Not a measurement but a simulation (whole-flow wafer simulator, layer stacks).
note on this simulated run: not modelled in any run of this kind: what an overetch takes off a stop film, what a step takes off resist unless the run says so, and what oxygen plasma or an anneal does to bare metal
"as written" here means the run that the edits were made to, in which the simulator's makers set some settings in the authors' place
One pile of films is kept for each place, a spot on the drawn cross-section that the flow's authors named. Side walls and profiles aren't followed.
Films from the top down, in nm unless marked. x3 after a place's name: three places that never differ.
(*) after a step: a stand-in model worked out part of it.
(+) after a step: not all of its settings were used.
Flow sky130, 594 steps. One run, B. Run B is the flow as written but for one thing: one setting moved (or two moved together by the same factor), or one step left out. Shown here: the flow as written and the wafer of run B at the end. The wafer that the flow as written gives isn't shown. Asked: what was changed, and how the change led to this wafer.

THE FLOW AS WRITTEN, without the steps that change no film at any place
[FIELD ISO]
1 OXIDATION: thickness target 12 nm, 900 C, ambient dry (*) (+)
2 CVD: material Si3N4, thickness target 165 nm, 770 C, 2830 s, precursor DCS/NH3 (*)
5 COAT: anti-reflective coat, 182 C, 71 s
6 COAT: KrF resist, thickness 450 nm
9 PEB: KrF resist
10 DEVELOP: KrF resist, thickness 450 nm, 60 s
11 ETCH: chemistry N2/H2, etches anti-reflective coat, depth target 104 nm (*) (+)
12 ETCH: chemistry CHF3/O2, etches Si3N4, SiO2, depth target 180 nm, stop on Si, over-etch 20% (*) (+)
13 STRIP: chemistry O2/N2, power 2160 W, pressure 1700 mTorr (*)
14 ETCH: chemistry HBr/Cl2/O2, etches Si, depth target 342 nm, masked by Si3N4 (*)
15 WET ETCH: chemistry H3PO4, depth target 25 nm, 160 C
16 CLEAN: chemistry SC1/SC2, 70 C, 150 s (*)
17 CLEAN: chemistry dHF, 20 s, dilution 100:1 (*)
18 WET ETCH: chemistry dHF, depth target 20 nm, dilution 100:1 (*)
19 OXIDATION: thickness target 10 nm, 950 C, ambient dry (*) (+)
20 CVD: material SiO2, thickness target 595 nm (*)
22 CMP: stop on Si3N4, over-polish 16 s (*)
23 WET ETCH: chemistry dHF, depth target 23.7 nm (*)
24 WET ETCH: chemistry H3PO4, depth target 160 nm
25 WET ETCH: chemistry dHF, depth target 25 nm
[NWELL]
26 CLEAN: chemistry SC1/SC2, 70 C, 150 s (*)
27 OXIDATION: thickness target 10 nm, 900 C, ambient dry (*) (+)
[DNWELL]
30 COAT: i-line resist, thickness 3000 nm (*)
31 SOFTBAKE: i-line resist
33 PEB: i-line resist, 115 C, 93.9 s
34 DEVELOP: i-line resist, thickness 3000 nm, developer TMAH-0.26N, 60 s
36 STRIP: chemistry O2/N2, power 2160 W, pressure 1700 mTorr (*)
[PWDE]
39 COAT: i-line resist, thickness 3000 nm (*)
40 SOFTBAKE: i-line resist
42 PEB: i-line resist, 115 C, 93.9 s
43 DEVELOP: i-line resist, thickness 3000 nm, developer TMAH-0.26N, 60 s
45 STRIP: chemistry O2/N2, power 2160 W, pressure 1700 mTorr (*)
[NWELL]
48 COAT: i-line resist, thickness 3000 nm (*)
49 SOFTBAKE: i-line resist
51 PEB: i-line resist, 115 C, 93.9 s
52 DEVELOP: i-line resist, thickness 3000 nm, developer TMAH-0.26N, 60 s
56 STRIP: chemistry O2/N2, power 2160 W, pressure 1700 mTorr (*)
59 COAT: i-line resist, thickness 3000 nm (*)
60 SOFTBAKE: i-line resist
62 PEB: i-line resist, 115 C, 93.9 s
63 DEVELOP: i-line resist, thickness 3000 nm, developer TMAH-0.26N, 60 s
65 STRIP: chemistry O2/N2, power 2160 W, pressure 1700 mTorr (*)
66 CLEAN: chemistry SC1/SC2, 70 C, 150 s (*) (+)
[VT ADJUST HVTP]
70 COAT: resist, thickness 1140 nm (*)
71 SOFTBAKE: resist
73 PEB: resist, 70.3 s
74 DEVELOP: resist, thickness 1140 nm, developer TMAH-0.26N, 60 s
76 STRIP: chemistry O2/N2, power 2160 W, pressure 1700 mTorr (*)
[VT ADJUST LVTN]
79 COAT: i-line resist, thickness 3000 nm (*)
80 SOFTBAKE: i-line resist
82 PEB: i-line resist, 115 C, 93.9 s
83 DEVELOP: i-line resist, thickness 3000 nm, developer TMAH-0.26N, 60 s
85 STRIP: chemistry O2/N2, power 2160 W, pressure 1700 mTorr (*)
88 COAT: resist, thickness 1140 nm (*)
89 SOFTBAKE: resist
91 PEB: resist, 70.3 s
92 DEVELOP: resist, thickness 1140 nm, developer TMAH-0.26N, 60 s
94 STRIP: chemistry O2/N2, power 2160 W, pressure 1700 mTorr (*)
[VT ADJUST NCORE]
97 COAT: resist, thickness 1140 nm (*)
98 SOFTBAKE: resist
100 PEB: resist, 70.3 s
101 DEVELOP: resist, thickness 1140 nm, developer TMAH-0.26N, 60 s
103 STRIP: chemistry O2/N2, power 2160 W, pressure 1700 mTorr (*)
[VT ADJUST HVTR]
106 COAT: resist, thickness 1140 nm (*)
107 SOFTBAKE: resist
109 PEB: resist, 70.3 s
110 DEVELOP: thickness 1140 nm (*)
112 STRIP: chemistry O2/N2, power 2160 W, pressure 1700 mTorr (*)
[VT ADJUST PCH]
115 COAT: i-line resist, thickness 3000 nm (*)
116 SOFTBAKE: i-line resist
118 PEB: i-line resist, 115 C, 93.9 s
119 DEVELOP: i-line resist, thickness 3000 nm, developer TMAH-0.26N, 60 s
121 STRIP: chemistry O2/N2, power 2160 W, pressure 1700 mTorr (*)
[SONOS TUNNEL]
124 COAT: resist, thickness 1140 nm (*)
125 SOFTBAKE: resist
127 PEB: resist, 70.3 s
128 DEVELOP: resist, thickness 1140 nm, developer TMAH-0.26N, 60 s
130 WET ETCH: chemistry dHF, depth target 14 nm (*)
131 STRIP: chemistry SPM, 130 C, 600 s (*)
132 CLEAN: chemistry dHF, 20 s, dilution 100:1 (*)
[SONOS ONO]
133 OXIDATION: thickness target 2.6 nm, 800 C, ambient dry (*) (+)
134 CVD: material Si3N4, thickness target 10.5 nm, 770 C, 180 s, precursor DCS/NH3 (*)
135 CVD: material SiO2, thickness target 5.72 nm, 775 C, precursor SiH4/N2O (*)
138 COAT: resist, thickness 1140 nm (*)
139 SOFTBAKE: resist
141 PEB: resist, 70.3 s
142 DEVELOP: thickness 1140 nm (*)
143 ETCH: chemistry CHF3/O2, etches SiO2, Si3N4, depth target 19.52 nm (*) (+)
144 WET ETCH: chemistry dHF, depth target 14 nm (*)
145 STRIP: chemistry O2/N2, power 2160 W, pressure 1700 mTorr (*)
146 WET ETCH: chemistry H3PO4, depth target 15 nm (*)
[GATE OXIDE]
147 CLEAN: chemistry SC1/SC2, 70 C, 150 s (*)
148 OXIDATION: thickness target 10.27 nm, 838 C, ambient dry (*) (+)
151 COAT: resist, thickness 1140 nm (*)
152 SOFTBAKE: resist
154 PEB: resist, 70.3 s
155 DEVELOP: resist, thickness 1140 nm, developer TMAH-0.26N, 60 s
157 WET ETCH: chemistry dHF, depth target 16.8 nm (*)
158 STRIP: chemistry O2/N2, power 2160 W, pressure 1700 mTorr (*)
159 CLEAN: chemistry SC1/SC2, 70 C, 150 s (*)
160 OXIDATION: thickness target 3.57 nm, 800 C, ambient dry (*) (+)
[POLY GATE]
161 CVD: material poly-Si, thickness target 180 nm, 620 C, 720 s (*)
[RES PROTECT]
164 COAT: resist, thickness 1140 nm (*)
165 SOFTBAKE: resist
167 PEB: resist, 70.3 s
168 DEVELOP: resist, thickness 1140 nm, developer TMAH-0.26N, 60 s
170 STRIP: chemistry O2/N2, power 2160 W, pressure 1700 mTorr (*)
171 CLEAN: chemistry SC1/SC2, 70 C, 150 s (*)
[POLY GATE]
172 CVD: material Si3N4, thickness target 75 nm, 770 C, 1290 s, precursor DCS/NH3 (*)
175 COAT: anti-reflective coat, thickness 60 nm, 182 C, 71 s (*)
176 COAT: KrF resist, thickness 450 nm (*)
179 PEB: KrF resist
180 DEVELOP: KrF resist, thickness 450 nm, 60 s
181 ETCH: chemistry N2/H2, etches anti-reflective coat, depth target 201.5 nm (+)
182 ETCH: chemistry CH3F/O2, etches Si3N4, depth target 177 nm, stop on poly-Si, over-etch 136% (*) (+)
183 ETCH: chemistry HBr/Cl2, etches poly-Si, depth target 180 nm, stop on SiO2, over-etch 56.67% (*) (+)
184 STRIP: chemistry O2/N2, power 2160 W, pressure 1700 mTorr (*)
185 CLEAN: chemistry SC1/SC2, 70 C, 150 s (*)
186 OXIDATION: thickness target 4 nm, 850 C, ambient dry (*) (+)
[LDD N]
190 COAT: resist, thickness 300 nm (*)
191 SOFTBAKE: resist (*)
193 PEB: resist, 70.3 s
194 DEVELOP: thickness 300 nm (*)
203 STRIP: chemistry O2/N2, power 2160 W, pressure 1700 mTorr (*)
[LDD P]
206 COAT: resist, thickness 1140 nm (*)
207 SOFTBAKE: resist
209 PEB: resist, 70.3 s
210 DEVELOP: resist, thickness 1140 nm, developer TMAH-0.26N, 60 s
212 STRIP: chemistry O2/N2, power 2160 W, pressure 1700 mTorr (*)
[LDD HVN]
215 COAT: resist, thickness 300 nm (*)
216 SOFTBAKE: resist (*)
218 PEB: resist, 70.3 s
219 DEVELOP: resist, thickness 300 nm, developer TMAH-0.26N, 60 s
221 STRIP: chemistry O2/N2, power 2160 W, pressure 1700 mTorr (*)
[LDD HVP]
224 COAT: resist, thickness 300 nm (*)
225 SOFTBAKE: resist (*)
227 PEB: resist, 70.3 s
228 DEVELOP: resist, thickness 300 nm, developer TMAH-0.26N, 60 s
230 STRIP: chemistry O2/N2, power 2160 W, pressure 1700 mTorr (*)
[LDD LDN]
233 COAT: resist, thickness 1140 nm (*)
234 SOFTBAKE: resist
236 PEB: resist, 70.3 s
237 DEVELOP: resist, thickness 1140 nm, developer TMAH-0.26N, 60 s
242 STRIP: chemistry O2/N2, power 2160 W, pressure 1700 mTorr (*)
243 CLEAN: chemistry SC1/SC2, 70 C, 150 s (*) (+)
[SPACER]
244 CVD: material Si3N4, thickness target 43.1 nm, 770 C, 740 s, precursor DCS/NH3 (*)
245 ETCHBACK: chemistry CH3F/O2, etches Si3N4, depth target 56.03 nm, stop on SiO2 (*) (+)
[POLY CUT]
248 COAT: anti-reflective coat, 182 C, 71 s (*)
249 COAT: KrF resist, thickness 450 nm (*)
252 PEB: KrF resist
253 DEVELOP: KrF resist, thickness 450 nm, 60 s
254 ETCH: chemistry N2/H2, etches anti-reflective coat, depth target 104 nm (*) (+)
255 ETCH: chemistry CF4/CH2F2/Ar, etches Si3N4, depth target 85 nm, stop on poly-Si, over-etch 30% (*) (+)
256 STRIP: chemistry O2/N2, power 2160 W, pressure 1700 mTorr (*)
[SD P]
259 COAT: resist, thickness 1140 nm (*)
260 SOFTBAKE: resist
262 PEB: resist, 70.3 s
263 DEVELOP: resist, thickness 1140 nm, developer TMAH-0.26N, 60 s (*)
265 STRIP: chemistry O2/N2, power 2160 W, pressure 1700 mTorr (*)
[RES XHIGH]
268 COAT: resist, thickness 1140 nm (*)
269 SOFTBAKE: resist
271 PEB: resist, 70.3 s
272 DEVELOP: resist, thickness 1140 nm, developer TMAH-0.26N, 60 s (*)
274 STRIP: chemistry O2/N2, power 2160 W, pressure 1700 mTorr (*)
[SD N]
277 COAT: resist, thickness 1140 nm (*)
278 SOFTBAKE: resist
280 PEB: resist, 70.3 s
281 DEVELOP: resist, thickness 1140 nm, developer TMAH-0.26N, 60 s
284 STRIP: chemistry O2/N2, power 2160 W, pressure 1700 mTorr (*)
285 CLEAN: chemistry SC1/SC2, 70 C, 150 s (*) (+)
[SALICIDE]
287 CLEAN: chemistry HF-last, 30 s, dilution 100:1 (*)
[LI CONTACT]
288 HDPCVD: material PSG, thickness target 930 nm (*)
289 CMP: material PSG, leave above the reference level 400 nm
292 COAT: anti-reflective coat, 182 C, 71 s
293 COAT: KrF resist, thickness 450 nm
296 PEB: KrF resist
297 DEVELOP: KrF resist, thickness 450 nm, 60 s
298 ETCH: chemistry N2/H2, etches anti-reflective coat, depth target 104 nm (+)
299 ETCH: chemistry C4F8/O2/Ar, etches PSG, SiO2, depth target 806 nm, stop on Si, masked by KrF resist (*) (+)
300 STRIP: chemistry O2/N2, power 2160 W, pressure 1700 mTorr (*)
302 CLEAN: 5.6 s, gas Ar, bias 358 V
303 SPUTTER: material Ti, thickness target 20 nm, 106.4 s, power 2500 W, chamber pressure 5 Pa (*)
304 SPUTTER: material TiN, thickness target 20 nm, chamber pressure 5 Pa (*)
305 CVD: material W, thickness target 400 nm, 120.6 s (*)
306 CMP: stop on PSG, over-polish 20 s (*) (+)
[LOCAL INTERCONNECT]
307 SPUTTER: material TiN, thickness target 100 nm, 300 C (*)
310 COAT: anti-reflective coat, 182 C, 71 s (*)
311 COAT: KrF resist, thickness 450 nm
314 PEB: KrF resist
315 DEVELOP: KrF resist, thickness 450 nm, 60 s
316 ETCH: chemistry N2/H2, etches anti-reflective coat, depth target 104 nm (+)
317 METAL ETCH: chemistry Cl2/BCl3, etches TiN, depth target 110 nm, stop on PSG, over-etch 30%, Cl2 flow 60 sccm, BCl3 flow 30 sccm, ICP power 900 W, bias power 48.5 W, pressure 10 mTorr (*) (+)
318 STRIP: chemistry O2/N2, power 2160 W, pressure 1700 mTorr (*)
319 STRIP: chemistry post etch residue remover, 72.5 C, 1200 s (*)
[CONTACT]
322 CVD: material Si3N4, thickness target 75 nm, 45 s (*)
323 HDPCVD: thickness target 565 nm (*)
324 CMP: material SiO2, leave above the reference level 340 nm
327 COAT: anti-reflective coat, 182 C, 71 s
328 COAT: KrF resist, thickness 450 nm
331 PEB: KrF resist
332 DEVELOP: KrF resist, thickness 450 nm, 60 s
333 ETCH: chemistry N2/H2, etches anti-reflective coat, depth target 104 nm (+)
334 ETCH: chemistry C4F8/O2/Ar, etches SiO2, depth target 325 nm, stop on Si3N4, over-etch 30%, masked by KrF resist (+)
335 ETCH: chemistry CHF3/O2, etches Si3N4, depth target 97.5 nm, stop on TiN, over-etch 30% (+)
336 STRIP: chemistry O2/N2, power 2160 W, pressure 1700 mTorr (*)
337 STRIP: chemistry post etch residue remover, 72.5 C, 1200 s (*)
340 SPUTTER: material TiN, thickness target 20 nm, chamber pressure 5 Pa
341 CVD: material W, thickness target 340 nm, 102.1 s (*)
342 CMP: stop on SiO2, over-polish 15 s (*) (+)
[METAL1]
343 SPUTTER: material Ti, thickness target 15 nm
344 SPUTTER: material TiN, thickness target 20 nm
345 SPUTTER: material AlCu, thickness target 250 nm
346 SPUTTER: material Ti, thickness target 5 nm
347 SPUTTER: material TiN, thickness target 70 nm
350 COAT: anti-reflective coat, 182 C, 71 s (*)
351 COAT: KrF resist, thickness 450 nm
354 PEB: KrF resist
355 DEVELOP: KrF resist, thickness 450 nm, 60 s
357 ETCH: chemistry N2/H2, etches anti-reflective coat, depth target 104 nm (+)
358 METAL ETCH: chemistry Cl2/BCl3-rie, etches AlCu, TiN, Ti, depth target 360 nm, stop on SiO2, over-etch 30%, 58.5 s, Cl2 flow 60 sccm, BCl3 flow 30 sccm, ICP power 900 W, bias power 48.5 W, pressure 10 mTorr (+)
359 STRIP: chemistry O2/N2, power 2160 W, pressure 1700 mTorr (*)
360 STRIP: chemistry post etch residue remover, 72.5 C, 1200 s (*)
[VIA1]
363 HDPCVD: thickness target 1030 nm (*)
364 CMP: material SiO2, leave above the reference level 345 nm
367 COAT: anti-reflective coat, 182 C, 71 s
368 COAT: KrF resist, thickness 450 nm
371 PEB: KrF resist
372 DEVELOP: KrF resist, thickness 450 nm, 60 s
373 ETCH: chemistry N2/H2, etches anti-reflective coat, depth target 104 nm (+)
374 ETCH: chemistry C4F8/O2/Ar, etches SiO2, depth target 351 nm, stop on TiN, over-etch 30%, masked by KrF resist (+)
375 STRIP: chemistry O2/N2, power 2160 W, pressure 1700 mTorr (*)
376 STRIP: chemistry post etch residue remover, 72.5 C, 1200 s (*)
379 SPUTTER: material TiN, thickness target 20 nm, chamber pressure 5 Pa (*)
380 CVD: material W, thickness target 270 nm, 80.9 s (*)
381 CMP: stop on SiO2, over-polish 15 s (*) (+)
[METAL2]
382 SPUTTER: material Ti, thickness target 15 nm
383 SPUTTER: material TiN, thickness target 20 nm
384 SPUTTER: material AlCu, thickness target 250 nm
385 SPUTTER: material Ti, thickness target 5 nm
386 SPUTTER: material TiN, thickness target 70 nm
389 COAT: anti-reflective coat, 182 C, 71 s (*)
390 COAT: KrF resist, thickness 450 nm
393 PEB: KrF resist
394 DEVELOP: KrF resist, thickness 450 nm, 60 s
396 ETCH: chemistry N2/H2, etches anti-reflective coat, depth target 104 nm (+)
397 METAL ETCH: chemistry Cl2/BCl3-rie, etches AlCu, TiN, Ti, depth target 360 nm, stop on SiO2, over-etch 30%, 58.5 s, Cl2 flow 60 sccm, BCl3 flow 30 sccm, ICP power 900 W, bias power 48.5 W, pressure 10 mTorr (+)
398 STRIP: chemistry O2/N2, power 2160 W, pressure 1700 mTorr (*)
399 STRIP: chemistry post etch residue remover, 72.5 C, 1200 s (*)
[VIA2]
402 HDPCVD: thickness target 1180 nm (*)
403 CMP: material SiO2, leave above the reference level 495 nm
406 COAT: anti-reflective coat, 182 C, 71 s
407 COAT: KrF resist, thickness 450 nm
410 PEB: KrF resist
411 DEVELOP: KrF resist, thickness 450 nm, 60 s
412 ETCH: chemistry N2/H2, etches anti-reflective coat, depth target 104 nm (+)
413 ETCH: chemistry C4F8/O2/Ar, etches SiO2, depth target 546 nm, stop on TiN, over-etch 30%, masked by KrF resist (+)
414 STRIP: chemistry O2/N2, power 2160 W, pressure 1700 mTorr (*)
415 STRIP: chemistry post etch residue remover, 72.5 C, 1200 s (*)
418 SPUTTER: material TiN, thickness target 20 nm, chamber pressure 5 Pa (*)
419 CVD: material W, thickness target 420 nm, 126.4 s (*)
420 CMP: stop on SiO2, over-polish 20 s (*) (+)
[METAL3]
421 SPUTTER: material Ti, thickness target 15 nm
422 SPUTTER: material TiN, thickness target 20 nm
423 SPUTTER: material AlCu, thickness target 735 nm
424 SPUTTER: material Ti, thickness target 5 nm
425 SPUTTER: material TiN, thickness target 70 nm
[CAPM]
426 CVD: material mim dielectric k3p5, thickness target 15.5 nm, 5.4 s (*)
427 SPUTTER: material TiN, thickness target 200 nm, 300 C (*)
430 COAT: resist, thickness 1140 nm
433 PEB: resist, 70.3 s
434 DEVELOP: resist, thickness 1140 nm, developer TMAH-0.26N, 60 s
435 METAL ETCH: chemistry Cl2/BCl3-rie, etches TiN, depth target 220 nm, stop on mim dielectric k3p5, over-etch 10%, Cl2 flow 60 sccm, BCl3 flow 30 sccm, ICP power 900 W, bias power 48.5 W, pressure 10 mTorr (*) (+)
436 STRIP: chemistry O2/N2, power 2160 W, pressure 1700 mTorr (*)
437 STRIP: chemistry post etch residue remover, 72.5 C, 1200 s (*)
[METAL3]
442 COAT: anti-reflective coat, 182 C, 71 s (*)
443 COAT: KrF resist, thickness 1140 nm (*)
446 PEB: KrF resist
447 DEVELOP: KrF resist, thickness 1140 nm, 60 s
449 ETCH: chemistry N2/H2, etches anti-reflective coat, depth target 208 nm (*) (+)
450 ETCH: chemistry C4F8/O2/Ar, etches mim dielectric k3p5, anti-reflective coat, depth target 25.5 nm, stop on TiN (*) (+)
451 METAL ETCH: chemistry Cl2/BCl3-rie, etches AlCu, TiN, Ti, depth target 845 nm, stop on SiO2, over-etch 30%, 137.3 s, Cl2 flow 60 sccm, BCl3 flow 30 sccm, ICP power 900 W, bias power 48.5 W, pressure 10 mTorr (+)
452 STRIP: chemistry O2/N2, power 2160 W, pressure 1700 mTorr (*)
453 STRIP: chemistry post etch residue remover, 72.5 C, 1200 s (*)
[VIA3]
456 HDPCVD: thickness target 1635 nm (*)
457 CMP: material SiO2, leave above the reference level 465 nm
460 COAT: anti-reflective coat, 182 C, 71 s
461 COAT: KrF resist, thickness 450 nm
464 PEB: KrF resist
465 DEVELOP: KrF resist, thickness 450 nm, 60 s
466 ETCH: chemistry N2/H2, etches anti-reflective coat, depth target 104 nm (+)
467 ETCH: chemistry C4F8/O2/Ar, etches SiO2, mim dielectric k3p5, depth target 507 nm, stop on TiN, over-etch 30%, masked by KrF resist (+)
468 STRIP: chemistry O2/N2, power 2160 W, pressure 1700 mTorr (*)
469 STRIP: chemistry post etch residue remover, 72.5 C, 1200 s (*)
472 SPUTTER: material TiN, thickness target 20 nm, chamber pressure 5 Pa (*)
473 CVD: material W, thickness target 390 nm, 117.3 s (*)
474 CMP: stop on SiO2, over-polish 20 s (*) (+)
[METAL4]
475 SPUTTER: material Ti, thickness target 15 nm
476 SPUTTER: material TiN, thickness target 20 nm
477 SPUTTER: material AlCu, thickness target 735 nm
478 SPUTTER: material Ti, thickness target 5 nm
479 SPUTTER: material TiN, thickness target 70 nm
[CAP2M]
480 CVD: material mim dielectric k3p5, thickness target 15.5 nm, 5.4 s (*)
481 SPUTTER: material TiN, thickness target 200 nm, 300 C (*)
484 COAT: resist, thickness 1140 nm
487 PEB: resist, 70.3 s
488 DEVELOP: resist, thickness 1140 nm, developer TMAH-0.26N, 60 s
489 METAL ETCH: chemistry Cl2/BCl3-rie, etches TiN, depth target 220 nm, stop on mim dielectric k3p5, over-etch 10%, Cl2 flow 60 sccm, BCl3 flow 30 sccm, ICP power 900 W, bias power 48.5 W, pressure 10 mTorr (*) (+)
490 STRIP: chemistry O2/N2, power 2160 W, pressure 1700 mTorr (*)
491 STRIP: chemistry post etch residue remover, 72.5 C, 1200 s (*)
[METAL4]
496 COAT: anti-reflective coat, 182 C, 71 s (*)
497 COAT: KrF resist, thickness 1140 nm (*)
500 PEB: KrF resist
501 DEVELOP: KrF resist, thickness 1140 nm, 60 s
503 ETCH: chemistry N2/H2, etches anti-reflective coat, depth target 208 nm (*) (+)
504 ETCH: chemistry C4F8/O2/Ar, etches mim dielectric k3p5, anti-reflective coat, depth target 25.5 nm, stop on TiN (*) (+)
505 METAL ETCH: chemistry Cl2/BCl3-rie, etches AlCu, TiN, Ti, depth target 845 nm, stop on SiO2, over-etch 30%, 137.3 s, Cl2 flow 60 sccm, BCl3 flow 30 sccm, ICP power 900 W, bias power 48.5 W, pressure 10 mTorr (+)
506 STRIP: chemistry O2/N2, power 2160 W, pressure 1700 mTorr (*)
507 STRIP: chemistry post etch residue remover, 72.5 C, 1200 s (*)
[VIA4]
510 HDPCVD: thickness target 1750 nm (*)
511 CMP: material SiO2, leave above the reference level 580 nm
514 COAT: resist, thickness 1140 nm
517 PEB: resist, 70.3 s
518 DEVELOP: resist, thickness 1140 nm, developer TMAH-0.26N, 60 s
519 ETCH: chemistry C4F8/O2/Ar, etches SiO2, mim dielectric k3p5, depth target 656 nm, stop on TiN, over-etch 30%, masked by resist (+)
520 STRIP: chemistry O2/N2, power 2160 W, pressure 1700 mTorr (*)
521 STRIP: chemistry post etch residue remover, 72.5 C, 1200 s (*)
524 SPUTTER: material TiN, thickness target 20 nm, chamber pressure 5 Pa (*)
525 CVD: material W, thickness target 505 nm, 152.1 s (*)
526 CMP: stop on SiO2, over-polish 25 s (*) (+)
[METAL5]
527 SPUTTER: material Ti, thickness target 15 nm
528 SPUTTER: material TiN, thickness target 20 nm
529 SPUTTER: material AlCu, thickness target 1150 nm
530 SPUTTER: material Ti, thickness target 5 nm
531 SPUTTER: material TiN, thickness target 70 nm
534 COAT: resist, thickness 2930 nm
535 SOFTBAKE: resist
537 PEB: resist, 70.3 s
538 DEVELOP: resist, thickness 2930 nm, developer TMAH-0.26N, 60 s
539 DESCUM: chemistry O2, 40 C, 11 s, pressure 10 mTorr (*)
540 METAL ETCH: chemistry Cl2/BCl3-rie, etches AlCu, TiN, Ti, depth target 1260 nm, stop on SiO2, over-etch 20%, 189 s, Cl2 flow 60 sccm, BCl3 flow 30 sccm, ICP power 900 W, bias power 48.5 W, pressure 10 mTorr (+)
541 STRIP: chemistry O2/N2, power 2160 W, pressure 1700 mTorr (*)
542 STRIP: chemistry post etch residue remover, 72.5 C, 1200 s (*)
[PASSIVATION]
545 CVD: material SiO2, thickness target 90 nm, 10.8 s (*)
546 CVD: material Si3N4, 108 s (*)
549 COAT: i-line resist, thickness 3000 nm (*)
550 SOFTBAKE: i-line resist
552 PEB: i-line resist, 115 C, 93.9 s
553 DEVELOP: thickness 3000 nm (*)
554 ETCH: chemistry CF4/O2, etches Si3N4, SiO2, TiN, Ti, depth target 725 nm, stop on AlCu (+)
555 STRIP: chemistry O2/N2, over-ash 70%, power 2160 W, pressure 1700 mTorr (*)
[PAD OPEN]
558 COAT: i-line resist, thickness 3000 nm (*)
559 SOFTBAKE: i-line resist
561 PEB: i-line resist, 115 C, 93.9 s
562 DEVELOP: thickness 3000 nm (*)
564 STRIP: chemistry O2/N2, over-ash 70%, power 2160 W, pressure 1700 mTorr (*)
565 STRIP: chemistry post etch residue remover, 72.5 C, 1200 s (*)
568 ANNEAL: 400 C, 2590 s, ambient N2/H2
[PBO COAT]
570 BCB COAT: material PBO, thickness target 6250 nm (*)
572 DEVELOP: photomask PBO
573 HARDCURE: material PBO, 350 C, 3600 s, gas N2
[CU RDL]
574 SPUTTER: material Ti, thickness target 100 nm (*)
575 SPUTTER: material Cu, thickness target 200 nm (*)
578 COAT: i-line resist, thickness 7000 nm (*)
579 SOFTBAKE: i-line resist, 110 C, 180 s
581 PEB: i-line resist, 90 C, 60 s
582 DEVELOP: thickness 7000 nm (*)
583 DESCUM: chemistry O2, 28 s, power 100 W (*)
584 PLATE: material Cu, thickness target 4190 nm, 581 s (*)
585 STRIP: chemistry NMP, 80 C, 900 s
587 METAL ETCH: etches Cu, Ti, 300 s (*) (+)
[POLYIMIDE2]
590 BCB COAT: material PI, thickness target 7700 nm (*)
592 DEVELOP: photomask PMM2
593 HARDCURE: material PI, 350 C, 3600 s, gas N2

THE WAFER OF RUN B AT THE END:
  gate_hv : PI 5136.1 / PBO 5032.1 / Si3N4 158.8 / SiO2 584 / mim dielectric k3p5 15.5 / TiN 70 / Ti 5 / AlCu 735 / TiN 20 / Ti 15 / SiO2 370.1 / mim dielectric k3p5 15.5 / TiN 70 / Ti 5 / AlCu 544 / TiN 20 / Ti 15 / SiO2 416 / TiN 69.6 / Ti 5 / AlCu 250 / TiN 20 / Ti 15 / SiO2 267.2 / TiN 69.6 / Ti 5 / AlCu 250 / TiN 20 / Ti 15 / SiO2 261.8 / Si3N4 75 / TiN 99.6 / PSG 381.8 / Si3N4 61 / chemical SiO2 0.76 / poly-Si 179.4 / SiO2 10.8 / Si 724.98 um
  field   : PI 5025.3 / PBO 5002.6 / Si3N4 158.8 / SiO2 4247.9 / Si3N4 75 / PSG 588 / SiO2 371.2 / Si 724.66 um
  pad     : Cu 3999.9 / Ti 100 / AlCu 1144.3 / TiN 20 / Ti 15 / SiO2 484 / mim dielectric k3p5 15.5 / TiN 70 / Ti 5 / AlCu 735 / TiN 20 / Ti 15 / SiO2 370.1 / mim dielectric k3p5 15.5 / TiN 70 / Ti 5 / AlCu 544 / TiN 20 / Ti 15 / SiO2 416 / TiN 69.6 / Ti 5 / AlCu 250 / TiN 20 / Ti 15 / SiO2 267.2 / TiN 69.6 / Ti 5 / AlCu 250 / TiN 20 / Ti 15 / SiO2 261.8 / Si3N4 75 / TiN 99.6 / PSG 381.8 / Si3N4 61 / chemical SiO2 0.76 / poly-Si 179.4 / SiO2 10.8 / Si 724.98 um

The cause: step 423, SPUTTER: thickness target 544 nm was run, where the flow has thickness target 735 nm.
It can be read off the wafer: gate_hv has AlCu 544, and step 423 as written asks for 735 nm.

How the change led to this, step by step:
  423 SPUTTER: material AlCu, thickness target 735 nm
      field, active, n_well and 188 more: AlCu +544 (new film) (as written it would be: AlCu +735 (new film))
  451 METAL ETCH: chemistry Cl2/BCl3-rie, etches AlCu, TiN, Ti, depth target 845 nm, stop on SiO2, over-etch 30%, 137.3 s, Cl2 flow 60 sccm, BCl3 flow 30 sccm, ICP power 900 W, bias power 48.5 W, pressure 10 mTorr (+)
      field, gate, spacer and 66 more: TiN -70 (all of it), Ti -5 (all of it), AlCu -544 (all of it), TiN -20 (all of it), Ti -15 (all of it), SiO2 -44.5 (as written it would be: TiN -70 (all of it), Ti -5 (all of it), AlCu -735 (all of it), TiN -20 (all of it), Ti -15 (all of it), SiO2 -25.4)
      vpp_ln, vpp_iso2, ndiff_ln and 8 more: TiN -70 (all of it), Ti -5 (all of it), AlCu -544 (all of it), TiN -20 (all of it), Ti -15 (all of it), SiO2 -44.4 (as written it would be: TiN -70 (all of it), Ti -5 (all of it), AlCu -735 (all of it), TiN -20 (all of it), Ti -15 (all of it), SiO2 -25.3)
      (and at 5 more places)
  457 CMP: material SiO2, leave above the reference level 465 nm
      field, gate, spacer and 61 more: SiO2 -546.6 (as written it would be: SiO2 -374.7)
      active, vpp_ln, vpp_iso1 and 18 more: SiO2 -546.5 (as written it would be: SiO2 -374.7)
